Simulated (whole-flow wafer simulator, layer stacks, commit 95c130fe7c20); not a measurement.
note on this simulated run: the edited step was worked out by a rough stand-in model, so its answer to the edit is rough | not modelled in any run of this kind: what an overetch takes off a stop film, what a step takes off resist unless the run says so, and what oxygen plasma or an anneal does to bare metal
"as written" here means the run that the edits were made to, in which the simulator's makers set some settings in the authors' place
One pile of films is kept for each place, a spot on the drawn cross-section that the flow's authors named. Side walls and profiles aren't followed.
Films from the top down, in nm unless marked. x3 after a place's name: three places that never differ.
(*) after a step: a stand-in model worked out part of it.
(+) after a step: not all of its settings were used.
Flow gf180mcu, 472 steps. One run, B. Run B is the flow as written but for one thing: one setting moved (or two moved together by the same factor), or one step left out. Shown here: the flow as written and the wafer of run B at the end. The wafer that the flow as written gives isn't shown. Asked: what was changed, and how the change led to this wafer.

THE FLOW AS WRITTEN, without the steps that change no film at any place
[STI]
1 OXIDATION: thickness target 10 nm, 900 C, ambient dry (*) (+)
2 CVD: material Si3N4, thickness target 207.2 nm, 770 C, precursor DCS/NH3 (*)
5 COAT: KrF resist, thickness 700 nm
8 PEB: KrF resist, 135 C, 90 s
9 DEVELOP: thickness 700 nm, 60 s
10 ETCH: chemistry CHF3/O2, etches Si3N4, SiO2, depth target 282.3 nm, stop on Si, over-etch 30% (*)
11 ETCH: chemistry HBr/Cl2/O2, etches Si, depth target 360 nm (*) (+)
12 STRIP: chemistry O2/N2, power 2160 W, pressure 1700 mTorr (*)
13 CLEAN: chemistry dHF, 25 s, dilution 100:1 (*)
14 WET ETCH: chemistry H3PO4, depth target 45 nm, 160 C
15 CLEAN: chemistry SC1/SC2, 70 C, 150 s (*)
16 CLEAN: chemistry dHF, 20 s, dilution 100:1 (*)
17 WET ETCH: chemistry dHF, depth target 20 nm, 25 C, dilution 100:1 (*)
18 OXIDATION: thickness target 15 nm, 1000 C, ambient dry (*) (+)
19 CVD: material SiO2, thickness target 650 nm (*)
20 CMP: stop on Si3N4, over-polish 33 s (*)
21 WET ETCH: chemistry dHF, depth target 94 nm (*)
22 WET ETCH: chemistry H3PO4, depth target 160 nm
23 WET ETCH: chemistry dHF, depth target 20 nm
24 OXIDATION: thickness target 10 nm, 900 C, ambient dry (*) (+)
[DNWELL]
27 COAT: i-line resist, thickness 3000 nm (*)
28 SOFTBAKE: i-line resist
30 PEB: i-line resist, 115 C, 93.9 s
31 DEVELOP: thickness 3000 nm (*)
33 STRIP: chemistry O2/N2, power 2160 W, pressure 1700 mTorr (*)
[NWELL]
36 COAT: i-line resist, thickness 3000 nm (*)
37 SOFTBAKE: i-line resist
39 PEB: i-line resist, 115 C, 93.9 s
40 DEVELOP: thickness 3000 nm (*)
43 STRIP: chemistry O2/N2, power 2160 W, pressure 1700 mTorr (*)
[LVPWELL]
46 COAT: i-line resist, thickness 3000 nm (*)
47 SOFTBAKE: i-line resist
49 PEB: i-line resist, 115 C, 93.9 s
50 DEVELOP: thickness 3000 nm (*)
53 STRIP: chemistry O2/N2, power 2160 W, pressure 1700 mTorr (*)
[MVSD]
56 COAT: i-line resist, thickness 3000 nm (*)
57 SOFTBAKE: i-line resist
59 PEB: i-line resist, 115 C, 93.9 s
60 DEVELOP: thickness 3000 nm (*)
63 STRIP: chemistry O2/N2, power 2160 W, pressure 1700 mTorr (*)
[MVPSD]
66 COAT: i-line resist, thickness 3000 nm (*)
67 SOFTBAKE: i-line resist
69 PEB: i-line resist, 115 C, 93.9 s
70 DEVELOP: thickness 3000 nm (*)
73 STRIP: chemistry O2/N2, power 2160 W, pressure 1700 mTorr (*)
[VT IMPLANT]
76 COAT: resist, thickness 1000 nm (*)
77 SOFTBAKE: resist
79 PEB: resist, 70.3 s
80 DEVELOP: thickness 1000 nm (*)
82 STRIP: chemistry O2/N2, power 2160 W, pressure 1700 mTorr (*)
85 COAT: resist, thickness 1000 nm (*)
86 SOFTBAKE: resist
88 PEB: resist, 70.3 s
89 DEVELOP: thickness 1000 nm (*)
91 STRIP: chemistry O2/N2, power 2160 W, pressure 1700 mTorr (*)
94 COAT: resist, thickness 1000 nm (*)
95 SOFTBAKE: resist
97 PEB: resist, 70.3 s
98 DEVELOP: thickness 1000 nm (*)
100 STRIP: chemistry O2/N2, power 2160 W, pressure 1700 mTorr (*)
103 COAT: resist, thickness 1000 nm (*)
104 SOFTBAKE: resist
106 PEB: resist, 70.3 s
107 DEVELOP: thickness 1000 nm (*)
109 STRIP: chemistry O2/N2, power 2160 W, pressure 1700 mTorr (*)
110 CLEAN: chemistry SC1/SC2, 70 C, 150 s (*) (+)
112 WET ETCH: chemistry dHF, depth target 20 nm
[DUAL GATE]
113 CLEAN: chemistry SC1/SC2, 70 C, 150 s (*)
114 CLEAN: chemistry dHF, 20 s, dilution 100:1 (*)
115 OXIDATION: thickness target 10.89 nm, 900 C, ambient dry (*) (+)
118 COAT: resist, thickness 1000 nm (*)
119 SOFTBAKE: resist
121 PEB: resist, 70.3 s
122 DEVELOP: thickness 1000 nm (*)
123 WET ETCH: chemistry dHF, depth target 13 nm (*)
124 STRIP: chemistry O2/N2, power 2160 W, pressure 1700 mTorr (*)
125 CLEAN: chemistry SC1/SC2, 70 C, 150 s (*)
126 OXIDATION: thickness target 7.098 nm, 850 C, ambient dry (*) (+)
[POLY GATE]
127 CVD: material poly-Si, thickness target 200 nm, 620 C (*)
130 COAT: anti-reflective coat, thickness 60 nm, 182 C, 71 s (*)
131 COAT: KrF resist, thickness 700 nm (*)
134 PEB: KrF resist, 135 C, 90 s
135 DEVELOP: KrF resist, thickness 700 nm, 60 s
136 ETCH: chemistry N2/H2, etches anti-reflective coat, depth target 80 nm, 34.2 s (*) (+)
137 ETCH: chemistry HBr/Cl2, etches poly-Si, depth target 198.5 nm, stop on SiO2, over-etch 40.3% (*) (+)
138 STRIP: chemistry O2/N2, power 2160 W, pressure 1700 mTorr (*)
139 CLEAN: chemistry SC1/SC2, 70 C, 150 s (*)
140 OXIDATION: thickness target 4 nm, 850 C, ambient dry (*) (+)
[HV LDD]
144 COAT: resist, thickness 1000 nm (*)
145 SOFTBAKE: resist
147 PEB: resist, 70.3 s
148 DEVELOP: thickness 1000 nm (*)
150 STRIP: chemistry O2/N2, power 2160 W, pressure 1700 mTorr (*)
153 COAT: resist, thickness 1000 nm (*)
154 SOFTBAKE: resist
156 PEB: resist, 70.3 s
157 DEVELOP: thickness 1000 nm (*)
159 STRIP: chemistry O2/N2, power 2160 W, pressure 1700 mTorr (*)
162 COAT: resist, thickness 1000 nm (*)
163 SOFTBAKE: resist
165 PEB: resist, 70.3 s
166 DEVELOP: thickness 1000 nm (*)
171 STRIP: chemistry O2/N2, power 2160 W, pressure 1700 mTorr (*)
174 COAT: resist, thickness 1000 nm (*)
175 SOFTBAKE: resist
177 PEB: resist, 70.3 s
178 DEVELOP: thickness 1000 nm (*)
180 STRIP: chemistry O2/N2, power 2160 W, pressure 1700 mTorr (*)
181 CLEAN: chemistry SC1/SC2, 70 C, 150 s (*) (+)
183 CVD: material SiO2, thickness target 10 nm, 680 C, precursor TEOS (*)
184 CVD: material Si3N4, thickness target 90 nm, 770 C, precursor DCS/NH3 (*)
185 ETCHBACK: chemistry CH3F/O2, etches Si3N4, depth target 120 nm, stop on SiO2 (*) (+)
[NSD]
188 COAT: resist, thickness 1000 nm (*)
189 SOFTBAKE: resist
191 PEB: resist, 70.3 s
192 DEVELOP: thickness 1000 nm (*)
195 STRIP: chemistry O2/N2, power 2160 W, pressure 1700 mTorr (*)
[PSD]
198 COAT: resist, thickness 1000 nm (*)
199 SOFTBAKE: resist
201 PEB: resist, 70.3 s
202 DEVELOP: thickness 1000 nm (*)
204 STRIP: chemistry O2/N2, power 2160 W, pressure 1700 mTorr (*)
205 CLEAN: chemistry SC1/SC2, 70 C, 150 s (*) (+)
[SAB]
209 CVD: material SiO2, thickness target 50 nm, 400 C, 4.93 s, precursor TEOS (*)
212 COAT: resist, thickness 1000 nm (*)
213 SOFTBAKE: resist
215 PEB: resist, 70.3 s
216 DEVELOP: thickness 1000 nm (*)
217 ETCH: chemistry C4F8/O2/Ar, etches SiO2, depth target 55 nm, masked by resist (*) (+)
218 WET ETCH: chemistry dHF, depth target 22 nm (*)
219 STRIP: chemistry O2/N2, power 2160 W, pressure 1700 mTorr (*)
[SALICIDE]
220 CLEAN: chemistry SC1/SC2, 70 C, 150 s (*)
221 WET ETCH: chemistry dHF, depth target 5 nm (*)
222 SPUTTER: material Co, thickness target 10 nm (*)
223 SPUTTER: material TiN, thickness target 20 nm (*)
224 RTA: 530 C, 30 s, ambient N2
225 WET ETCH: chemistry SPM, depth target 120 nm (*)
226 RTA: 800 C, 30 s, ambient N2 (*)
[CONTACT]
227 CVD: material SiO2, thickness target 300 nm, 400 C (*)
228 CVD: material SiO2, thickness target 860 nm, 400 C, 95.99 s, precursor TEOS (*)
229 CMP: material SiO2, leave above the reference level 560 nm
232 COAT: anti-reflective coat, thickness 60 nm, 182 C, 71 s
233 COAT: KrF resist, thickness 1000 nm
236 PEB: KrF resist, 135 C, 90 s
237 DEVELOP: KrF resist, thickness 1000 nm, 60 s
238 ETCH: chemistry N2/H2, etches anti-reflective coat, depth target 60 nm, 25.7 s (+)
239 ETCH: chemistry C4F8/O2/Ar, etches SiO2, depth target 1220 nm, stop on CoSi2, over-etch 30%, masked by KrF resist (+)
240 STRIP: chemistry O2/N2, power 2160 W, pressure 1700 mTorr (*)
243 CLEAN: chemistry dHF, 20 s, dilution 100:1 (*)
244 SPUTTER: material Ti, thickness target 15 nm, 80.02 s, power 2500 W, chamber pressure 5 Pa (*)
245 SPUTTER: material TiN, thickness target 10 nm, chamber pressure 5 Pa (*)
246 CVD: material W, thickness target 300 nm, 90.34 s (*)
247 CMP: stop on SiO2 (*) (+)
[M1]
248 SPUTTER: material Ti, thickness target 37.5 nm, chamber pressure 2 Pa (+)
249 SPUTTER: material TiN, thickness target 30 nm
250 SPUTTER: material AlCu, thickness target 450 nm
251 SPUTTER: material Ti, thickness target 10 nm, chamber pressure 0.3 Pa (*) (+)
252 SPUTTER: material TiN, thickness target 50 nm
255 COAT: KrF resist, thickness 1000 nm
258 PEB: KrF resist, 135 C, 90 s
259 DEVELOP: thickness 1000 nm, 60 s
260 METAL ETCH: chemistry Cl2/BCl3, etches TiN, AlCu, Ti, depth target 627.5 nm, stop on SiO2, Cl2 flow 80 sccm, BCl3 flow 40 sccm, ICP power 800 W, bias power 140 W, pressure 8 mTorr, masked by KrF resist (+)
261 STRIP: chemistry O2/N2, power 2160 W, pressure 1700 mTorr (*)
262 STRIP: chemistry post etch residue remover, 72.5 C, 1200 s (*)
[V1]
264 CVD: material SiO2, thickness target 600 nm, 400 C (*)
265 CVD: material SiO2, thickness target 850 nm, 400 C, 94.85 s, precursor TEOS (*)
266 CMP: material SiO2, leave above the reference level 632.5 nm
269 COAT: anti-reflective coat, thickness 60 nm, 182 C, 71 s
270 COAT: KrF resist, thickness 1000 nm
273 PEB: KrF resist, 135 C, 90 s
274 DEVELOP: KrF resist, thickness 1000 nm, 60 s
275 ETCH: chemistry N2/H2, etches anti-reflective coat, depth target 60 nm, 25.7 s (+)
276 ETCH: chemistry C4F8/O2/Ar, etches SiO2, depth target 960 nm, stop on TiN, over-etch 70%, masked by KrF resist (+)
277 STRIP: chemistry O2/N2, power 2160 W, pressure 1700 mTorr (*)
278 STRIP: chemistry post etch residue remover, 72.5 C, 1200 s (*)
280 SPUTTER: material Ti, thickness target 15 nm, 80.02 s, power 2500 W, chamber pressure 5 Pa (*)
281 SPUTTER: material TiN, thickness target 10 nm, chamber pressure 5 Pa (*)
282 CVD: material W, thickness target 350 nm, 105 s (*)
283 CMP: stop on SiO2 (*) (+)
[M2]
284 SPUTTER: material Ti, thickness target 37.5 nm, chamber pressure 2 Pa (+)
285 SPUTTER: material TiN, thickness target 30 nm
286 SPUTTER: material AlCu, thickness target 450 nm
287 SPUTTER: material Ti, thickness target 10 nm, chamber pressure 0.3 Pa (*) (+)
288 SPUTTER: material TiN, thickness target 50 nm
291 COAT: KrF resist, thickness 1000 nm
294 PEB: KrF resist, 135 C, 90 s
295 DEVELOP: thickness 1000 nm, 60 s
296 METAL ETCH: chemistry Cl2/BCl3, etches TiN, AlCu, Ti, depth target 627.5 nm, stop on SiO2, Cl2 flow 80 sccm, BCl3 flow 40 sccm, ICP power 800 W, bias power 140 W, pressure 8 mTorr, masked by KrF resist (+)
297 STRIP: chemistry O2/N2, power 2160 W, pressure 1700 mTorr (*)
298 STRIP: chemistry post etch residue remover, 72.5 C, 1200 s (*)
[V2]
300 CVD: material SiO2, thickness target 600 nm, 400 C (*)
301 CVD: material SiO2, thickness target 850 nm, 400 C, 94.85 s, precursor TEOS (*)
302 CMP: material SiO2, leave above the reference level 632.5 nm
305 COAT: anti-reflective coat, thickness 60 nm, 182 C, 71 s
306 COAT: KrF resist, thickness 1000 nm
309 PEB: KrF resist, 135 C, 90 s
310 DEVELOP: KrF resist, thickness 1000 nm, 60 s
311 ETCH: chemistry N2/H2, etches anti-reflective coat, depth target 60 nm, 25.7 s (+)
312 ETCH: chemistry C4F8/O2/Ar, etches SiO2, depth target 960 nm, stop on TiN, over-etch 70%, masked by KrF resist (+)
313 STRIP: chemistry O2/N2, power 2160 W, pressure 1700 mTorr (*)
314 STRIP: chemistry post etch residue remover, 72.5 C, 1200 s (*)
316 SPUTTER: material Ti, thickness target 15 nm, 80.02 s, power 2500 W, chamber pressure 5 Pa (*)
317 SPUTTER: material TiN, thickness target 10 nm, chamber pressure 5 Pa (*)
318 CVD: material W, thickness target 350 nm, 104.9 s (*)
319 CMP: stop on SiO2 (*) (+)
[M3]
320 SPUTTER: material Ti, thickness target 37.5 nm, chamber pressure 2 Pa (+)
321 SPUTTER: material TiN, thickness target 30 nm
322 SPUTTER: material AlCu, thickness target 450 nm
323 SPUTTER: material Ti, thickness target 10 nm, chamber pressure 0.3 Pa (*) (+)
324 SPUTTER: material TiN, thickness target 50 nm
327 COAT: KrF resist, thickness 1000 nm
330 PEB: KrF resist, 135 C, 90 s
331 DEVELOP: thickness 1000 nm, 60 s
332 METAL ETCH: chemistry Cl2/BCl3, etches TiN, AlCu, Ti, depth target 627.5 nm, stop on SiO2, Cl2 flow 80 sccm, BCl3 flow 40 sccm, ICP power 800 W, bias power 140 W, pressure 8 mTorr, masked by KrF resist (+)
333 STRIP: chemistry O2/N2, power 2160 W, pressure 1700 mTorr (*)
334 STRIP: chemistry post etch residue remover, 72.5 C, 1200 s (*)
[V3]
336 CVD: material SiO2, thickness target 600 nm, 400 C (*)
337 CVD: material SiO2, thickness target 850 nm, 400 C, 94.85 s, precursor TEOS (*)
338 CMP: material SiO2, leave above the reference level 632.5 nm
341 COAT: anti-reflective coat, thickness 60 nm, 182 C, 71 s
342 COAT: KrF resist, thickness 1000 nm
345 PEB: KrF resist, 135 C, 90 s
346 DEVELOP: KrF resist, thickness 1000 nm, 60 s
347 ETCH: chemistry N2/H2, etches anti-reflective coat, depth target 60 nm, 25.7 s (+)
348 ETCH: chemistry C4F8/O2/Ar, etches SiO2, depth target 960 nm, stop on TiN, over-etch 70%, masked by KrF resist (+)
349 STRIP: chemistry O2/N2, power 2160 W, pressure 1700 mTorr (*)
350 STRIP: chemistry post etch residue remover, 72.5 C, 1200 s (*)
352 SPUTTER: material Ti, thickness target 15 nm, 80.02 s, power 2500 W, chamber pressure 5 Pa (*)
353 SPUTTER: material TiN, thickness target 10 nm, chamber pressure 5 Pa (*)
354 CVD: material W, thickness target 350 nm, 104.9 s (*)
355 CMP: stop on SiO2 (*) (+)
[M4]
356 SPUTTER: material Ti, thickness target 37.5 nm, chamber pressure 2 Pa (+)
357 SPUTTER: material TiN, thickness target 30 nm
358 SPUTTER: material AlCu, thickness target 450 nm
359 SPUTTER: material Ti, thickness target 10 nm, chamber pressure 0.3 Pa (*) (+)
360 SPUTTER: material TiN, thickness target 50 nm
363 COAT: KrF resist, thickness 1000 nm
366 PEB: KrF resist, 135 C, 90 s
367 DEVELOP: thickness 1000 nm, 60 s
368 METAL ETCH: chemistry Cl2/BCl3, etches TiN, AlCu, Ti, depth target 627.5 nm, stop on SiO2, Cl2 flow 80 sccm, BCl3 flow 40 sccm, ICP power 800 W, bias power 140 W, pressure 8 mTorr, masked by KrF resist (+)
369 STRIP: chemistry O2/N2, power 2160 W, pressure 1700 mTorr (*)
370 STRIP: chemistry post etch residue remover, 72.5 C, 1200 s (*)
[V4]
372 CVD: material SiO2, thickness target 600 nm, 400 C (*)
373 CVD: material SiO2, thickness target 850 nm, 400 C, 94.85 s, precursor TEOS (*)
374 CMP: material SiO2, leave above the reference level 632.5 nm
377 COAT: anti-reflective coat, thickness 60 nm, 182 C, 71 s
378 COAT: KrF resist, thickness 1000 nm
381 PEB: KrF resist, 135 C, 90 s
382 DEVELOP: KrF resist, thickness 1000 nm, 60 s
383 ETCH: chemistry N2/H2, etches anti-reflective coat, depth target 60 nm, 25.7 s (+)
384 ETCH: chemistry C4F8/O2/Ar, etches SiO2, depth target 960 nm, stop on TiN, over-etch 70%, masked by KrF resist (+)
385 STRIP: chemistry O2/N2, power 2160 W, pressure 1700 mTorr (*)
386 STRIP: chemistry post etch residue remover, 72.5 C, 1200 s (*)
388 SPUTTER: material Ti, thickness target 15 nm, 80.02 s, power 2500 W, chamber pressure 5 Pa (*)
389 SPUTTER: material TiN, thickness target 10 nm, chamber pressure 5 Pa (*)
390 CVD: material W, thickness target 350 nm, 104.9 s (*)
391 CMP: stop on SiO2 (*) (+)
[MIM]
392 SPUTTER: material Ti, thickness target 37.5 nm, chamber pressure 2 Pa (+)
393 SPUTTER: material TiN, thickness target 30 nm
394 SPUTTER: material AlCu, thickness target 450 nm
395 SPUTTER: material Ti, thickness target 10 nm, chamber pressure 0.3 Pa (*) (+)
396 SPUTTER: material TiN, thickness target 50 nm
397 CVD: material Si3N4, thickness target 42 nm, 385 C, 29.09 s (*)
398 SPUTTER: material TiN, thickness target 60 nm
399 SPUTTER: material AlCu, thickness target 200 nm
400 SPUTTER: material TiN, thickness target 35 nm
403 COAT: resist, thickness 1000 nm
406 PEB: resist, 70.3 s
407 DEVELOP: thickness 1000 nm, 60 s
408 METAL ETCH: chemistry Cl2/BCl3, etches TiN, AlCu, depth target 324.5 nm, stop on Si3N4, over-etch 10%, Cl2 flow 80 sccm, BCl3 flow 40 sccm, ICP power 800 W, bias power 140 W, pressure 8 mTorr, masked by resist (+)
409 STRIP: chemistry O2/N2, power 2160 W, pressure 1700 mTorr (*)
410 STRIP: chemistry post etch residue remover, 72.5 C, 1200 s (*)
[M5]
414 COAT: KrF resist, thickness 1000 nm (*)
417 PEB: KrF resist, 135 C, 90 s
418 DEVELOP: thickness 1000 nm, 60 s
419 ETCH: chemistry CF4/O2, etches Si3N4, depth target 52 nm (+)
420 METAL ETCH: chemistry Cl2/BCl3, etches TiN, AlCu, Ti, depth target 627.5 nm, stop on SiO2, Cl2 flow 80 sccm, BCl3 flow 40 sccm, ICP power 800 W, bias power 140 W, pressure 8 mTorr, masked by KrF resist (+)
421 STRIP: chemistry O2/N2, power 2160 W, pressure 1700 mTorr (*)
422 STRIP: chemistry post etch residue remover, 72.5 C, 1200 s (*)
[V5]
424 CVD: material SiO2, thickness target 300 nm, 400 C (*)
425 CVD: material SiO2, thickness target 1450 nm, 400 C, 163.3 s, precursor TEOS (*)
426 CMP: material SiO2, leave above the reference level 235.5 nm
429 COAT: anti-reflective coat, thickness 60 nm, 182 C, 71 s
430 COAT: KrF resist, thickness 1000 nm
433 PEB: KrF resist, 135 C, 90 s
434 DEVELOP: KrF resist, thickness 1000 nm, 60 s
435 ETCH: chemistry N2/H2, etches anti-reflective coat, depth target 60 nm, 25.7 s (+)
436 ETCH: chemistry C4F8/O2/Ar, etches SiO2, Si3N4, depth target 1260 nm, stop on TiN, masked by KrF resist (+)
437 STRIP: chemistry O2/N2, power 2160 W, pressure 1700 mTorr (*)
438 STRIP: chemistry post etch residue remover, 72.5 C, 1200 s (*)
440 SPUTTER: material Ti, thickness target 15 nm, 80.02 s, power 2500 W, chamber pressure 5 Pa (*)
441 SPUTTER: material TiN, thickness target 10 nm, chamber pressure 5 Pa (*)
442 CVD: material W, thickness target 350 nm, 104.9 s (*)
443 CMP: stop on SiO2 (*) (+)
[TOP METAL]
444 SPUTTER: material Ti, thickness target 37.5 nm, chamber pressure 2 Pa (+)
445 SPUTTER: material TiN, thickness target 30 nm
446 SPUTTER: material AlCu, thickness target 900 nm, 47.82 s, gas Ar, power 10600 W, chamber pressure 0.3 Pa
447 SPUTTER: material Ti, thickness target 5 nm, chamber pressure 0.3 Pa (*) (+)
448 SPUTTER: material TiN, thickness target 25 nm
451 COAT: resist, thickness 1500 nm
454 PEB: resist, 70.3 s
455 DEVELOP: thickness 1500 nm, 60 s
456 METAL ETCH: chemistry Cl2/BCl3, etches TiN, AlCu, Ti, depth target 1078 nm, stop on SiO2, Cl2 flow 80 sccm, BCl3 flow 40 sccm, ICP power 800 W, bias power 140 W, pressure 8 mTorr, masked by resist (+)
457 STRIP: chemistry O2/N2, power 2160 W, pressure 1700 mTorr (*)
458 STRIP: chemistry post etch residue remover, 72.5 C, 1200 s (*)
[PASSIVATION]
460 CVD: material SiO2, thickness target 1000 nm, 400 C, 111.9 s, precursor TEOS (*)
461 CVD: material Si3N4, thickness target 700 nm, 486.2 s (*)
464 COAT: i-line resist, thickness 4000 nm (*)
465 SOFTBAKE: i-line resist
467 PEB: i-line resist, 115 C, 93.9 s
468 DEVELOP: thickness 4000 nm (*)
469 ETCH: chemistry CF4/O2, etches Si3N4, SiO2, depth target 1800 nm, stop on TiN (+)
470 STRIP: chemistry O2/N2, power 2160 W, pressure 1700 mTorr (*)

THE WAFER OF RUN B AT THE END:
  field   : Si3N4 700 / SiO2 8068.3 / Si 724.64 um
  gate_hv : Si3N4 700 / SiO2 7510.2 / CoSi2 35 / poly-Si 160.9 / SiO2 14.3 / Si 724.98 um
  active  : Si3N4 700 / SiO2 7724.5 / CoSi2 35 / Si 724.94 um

The cause: step 424, CVD: thickness target 141 nm was run, where the flow has thickness target 300 nm.

How the change led to this, step by step:
  424 CVD: material SiO2, thickness target 300 nm, 400 C (*)
      field, field__w1, field__w2 and 101 more: SiO2 +141 (as written it would be: SiO2 +300)
      field__w4, field__w8, contact, m1, m1__w1, mim, mim_1p0, m1_nw: SiO2 +141 (new film) (as written it would be: SiO2 +300 (new film))
  436 ETCH: chemistry C4F8/O2/Ar, etches SiO2, Si3N4, depth target 1260 nm, stop on TiN, masked by KrF resist (+)
      field, field__w1, field__w2 and 108 more: KrF resist -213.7 (as written it would be: KrF resist -252)
      contact: SiO2 -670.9 (all of it), Si3N4 -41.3 (all of it) (as written it would be: SiO2 -829.9 (all of it), Si3N4 -41.3 (all of it))
  437 STRIP: chemistry O2/N2, power 2160 W, pressure 1700 mTorr (*)
      field, field__w1, field__w2 and 108 more: KrF resist -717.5 (all of it), anti-reflective coat -60 (all of it) (as written it would be: KrF resist -679.2 (all of it), anti-reflective coat -60 (all of it))
  440 SPUTTER: material Ti, thickness target 15 nm, 80.02 s, power 2500 W, chamber pressure 5 Pa (*)
      contact: Ti +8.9 (new film) (as written it would be: Ti +8.12 (new film))
  441 SPUTTER: material TiN, thickness target 10 nm, chamber pressure 5 Pa (*)
      contact: TiN +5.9 (new film) (as written it would be: TiN +5.38 (new film))
  442 CVD: material W, thickness target 350 nm, 104.9 s (*)
      contact: W +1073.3 (new film) (as written it would be: W +1233.6 (new film))
